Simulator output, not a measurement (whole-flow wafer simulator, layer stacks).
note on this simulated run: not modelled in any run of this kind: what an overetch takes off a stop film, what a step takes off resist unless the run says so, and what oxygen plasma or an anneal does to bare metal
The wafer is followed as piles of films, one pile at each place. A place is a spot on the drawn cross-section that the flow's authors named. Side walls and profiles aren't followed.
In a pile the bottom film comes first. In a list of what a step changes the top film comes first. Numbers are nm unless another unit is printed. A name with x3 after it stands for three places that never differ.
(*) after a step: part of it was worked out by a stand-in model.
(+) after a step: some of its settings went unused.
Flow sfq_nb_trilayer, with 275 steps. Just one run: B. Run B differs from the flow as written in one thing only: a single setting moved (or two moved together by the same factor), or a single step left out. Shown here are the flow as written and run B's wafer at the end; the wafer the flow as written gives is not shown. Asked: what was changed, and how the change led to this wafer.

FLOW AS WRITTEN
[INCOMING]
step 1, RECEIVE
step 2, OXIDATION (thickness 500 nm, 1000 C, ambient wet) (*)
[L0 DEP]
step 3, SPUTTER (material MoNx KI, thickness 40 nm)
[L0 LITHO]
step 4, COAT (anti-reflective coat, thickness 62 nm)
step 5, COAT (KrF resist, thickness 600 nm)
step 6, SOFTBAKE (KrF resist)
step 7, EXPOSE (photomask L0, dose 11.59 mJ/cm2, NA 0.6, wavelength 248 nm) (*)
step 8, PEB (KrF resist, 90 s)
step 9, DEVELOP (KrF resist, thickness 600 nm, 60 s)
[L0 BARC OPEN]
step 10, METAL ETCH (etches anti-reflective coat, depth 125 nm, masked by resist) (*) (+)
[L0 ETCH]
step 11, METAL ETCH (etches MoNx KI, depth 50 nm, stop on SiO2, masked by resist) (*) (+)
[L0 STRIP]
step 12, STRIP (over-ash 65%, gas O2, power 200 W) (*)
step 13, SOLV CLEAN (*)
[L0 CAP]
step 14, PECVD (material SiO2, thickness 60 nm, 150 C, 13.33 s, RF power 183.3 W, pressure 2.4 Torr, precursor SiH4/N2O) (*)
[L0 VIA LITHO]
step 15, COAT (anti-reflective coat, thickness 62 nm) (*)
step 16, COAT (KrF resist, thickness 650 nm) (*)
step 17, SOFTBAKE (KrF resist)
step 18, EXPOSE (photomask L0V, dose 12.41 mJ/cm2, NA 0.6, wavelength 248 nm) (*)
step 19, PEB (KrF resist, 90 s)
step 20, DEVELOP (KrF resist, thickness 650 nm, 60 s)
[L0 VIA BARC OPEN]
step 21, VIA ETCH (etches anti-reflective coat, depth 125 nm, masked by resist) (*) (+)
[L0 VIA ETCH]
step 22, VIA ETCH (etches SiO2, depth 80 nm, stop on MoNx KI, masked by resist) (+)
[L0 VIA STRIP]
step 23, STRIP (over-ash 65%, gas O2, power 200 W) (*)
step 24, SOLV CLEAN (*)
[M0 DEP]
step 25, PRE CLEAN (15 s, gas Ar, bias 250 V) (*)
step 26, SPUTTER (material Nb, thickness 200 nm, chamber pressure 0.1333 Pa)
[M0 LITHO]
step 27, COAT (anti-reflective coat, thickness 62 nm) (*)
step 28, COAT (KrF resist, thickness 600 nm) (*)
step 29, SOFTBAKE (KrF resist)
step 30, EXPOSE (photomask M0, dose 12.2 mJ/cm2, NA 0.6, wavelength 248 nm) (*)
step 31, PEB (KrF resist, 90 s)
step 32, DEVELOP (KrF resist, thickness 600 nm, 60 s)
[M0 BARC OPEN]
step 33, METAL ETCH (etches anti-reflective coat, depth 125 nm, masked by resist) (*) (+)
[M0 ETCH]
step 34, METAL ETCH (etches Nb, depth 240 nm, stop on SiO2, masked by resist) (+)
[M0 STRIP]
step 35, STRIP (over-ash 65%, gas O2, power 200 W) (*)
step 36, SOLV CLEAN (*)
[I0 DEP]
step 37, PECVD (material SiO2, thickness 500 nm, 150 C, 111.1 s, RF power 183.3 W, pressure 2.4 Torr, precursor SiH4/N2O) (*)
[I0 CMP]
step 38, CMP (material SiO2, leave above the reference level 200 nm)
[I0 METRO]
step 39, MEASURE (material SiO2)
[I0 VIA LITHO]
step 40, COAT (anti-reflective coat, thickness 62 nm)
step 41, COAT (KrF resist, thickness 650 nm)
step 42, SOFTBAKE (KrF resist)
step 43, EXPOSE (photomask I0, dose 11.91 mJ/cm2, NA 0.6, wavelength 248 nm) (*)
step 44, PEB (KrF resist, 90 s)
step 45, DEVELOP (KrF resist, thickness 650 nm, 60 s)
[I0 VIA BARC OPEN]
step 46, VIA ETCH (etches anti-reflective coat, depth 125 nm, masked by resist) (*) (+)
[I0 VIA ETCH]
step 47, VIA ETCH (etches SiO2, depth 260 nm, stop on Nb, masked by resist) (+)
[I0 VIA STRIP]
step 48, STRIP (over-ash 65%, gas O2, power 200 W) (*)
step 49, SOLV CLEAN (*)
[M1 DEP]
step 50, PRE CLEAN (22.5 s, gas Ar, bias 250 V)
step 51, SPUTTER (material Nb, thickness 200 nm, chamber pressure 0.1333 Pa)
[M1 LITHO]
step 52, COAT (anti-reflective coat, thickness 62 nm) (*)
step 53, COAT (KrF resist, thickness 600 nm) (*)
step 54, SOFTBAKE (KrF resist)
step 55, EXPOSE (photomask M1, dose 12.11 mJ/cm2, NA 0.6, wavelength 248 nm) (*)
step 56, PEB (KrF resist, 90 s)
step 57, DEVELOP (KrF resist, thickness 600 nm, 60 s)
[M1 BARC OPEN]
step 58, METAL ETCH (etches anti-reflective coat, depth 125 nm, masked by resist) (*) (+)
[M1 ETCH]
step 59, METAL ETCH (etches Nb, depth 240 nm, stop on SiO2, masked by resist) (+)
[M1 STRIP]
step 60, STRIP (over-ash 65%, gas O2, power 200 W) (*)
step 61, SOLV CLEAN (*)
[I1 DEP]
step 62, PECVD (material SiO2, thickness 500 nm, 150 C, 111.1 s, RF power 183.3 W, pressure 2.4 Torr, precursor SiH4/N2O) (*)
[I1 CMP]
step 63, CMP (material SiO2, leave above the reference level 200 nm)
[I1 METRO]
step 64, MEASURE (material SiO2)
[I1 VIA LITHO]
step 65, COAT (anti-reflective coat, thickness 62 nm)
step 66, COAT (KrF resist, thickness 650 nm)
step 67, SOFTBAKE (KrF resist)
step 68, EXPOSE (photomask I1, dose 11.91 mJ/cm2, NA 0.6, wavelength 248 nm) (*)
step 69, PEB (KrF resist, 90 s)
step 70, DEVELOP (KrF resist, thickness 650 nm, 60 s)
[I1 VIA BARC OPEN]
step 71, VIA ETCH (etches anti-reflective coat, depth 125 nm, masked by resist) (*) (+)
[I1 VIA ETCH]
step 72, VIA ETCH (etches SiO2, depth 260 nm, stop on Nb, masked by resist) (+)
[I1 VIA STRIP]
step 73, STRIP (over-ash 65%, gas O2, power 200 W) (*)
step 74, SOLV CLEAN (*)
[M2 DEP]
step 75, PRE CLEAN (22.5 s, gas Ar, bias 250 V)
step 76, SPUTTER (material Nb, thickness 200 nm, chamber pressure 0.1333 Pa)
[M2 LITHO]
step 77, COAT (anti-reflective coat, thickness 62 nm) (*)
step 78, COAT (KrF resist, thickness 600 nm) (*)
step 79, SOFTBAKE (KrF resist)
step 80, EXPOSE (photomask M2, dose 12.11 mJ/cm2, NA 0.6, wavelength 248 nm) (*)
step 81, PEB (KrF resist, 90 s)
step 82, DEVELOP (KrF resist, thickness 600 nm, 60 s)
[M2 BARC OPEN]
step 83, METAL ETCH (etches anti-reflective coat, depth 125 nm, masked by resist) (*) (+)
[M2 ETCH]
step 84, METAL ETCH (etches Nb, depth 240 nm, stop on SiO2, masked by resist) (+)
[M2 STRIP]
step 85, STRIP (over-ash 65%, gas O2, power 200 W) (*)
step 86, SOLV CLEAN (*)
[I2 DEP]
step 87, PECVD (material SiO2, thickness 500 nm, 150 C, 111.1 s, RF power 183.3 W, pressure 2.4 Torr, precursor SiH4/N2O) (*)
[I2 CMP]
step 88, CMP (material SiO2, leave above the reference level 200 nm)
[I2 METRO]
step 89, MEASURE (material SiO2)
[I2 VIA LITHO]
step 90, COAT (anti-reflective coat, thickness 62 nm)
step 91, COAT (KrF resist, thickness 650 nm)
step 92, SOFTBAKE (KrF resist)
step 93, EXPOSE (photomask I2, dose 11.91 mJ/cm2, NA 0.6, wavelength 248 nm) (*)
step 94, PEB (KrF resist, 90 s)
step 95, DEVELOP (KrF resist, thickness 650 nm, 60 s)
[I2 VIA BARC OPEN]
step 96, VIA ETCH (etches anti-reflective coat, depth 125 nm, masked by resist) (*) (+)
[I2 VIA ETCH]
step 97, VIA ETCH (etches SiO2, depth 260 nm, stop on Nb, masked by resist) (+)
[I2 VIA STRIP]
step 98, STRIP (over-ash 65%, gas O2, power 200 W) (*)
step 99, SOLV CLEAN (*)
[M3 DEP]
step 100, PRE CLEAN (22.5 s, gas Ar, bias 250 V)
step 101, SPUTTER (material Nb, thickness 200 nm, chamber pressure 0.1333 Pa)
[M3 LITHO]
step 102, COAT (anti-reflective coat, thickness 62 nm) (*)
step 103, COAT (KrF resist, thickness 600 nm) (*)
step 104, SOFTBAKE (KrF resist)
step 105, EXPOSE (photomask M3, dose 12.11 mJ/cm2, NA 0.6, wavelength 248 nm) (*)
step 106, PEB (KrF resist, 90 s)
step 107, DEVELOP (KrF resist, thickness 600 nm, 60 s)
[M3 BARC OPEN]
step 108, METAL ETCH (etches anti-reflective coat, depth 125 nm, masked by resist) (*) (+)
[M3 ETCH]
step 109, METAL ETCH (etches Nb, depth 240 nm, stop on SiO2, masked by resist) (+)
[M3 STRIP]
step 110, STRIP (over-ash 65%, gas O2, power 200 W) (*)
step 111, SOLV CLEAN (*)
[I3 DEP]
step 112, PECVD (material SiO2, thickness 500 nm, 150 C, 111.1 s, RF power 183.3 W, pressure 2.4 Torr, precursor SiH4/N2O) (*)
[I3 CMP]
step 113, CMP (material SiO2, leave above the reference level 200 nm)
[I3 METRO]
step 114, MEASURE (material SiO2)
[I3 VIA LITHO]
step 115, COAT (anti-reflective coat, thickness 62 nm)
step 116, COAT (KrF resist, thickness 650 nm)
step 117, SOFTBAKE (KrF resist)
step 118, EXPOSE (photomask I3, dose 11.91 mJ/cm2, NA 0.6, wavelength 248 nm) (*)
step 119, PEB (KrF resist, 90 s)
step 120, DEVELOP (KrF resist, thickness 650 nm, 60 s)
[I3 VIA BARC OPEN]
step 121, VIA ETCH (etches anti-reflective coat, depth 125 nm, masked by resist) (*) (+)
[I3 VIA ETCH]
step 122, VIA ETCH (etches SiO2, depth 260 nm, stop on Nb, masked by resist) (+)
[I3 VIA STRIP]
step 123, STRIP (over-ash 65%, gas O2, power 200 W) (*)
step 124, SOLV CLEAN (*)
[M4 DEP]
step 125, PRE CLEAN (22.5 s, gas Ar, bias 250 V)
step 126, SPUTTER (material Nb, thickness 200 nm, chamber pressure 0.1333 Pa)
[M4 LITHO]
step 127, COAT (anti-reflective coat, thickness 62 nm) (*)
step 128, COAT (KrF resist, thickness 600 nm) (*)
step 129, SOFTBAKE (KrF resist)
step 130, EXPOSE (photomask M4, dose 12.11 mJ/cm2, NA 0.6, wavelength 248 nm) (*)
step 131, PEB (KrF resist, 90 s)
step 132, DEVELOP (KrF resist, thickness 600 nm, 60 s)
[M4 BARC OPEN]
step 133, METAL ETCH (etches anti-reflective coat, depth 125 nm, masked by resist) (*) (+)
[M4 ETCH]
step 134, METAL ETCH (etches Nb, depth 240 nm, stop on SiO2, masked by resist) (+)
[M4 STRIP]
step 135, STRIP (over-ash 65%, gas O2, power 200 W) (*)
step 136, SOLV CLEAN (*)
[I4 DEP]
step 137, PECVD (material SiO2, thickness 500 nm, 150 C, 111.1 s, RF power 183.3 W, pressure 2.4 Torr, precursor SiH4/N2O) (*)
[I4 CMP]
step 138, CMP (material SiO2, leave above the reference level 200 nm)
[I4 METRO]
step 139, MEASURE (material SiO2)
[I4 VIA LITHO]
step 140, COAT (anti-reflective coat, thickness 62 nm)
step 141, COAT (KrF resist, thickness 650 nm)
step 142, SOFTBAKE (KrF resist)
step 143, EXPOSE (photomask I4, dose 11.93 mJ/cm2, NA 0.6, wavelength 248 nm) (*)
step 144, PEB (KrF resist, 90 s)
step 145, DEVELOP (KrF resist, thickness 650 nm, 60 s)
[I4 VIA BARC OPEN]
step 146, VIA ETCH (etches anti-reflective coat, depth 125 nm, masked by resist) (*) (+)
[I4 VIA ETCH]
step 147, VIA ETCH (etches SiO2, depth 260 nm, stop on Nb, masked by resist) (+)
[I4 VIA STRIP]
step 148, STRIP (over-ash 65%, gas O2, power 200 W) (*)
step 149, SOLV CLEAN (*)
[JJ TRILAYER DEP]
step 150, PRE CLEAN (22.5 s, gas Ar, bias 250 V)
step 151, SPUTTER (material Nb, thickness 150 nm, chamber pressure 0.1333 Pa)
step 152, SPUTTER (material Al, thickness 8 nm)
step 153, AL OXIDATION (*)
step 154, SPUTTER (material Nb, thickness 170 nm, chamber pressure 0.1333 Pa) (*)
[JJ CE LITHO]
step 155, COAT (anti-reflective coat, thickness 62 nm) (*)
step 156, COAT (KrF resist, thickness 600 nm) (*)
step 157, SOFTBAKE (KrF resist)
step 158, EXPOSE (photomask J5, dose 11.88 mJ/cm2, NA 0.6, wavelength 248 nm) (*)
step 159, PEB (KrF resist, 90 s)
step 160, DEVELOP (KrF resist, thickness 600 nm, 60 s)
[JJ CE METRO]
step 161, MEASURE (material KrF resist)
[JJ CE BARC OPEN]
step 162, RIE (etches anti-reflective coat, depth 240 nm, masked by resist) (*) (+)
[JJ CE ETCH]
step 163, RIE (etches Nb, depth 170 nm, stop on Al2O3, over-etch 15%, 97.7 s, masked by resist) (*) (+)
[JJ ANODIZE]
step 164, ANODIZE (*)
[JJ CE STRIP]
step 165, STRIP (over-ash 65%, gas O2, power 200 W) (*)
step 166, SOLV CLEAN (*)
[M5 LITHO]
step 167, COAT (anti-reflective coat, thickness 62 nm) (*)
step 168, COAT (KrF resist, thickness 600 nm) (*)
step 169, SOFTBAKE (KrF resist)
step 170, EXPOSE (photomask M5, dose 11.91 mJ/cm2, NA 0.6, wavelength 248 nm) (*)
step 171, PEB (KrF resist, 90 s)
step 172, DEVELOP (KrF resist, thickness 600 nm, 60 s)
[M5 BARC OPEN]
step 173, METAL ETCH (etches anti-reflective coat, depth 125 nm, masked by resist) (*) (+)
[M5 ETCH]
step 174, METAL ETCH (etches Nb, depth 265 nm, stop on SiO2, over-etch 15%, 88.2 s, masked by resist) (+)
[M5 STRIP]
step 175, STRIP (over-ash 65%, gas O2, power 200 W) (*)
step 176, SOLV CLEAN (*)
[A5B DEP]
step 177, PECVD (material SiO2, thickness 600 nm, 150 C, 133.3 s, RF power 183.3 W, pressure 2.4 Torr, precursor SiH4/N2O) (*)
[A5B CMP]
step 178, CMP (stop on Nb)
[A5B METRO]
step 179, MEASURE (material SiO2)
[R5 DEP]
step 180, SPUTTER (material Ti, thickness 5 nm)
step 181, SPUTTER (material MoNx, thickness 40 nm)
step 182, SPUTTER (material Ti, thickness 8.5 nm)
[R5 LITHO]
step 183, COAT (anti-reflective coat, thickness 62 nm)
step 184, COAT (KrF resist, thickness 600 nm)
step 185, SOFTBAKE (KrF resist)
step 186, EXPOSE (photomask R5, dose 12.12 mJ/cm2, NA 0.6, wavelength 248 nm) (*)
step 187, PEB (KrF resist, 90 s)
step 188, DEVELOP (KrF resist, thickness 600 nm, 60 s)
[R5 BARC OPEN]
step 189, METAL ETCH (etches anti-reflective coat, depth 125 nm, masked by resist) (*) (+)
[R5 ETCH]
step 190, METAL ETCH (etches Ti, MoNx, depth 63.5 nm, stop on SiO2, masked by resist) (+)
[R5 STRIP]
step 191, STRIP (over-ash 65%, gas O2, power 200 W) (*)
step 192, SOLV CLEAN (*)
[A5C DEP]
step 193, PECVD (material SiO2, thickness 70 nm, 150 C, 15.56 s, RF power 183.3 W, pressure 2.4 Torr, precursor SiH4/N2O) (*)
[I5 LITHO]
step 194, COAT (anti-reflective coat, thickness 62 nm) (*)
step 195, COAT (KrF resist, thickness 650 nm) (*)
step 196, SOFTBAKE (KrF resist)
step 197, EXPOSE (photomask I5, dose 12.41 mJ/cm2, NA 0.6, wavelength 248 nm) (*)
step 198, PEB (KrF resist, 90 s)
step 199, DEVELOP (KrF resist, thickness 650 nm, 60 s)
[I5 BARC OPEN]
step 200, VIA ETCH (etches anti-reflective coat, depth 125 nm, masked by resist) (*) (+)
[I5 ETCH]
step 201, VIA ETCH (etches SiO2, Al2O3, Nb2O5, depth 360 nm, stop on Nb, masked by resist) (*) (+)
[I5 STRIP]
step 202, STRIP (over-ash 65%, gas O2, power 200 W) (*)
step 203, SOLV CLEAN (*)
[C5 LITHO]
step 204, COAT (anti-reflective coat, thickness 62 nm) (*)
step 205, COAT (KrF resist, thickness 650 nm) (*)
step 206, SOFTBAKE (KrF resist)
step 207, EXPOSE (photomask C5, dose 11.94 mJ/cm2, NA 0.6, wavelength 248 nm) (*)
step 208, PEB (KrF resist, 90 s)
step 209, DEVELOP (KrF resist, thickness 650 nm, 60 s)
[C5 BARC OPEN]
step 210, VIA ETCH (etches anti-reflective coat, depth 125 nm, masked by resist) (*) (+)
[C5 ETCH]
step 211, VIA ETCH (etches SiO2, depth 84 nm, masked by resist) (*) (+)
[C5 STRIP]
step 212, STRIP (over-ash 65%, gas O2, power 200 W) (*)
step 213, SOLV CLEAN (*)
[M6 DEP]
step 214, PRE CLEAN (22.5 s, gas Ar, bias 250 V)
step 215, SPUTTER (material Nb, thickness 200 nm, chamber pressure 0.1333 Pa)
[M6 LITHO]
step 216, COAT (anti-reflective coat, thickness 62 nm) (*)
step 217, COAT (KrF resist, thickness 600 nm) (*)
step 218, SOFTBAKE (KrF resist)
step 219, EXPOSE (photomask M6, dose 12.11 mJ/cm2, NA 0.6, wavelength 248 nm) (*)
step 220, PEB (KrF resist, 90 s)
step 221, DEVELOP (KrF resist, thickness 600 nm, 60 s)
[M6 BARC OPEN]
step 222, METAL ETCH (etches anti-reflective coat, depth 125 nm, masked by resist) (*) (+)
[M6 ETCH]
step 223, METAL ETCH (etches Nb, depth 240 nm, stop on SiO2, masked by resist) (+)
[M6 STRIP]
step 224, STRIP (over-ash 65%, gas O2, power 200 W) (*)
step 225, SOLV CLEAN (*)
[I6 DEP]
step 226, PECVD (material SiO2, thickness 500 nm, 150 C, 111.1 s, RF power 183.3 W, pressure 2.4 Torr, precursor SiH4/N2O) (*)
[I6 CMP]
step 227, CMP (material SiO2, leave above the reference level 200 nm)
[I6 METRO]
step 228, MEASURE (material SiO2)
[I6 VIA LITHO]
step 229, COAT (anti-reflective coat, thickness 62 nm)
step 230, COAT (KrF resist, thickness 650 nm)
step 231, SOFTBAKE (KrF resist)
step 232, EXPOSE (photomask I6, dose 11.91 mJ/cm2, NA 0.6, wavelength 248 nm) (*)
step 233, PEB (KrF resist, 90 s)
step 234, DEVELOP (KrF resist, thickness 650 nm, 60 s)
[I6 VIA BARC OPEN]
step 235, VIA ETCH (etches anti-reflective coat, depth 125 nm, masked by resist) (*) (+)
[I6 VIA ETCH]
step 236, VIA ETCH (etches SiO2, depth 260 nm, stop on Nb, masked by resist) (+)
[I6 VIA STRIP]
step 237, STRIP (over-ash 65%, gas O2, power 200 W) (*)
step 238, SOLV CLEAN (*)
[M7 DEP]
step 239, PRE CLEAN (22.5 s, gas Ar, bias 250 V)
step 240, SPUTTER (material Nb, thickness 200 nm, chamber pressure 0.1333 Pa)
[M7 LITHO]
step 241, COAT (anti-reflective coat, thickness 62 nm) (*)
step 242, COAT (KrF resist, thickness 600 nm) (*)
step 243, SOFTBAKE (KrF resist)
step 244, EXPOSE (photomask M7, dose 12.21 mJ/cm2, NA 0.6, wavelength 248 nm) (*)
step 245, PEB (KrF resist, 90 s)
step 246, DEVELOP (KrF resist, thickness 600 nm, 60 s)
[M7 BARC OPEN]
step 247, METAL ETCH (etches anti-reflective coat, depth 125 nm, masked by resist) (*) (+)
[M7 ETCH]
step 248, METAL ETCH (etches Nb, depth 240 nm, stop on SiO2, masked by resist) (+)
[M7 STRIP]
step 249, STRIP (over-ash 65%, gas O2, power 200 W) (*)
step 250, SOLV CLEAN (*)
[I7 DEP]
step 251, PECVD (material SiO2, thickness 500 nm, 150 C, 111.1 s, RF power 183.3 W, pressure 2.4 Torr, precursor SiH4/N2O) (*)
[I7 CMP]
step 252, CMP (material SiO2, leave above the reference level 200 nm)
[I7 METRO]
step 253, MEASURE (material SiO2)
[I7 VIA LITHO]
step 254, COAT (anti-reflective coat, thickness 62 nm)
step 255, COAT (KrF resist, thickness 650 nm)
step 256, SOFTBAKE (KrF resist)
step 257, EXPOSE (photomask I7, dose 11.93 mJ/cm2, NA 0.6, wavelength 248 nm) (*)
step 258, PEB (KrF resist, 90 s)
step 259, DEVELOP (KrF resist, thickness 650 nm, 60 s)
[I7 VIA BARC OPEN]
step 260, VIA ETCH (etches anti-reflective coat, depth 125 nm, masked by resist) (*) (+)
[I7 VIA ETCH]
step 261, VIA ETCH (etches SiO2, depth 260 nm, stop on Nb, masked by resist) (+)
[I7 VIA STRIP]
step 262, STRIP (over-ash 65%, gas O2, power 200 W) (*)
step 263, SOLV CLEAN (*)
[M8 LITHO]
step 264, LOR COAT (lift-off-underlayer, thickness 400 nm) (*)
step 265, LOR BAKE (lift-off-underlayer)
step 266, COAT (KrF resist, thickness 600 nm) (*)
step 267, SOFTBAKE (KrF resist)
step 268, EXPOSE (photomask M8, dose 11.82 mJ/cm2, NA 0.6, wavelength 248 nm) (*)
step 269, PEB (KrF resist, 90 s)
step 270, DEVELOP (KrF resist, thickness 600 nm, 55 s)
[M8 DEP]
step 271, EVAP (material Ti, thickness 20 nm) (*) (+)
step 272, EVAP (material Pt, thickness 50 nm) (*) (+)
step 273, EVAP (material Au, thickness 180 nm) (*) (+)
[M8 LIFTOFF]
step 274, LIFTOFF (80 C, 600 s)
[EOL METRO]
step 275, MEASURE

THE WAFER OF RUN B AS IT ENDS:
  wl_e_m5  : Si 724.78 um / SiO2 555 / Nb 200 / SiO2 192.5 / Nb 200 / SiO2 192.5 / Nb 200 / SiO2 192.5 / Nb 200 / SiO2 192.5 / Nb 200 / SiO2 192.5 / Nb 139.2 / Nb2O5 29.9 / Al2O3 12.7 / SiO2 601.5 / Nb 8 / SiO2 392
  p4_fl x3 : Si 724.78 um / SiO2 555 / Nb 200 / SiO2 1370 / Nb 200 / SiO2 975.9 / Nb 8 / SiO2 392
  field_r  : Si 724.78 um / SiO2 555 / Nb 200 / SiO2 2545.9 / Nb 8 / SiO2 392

What caused this: step 248, METAL ETCH: depth 192 nm was run, while the flow as written has depth 240 nm.

The path from the change to this, step by step:
  step 248, METAL ETCH (etches Nb, depth 240 nm, stop on SiO2, masked by resist) (+)
      field_l, field_r, lsp_l and 62 more: -192 Nb (it would be, as written: -200 Nb (all of it))
      v_sur, via_wl, via_w and 38 more: -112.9 KrF resist (it would be, as written: -141.2 KrF resist)
  step 249, STRIP (over-ash 65%, gas O2, power 200 W) (*)
      wl_j_sl, wl_jj, wl_j_sr and 14 more: -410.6 KrF resist (all of it), -62 anti-reflective coat (all of it) (it would be, as written: -382.4 KrF resist (all of it), -62 anti-reflective coat (all of it))
      lsp_m, ln_m6, lsp_r: -410.2 KrF resist (all of it), -61.8 anti-reflective coat (all of it) (it would be, as written: -381.9 KrF resist (all of it), -61.8 anti-reflective coat (all of it))
      (as well as at 21 more places)
  step 251, PECVD (material SiO2, thickness 500 nm, 150 C, 111.1 s, RF power 183.3 W, pressure 2.4 Torr, precursor SiH4/N2O) (*)
      field_l, p4_fl x3, p4_w1 x9 and 46 more: +500 SiO2 (new film) (it would be, as written: +500 SiO2)
      field_r, lsp_l: +478.6 SiO2 (new film) (it would be, as written: +477.7 SiO2)
      (as well as at 4 more places)
  step 252, CMP (material SiO2, leave above the reference level 200 nm)
      field_l, p4_fl x3, p4_w1 x9 and 46 more: -108 SiO2 (it would be, as written: -100 SiO2)
      field_r, lsp_l: -86.6 SiO2 (it would be, as written: -77.7 SiO2)
      (as well as at 2 more places)
With metal films that touch counted as one body, wl_e_m5 has 7 bodies (between them, from the top down: SiO2 601.5 / Al2O3 12.7 / Nb2O5 29.9; SiO2 192.5; SiO2 192.5; SiO2 192.5; SiO2 192.5; SiO2 192.5); the flow as written gives 6 bodies (between them, from the top down: SiO2 192.5; SiO2 192.5; SiO2 192.5; SiO2 192.5; SiO2 192.5).
With metal films that touch counted as one body, p4_fl x3 has 3 bodies (between them, from the top down: SiO2 975.9; SiO2 1370); the flow as written gives 2 bodies (between them, from the top down: SiO2 1370).
With metal films that touch counted as one body, field_r has 2 bodies (between them, from the top down: SiO2 2545.9); the flow as written gives 1 body.
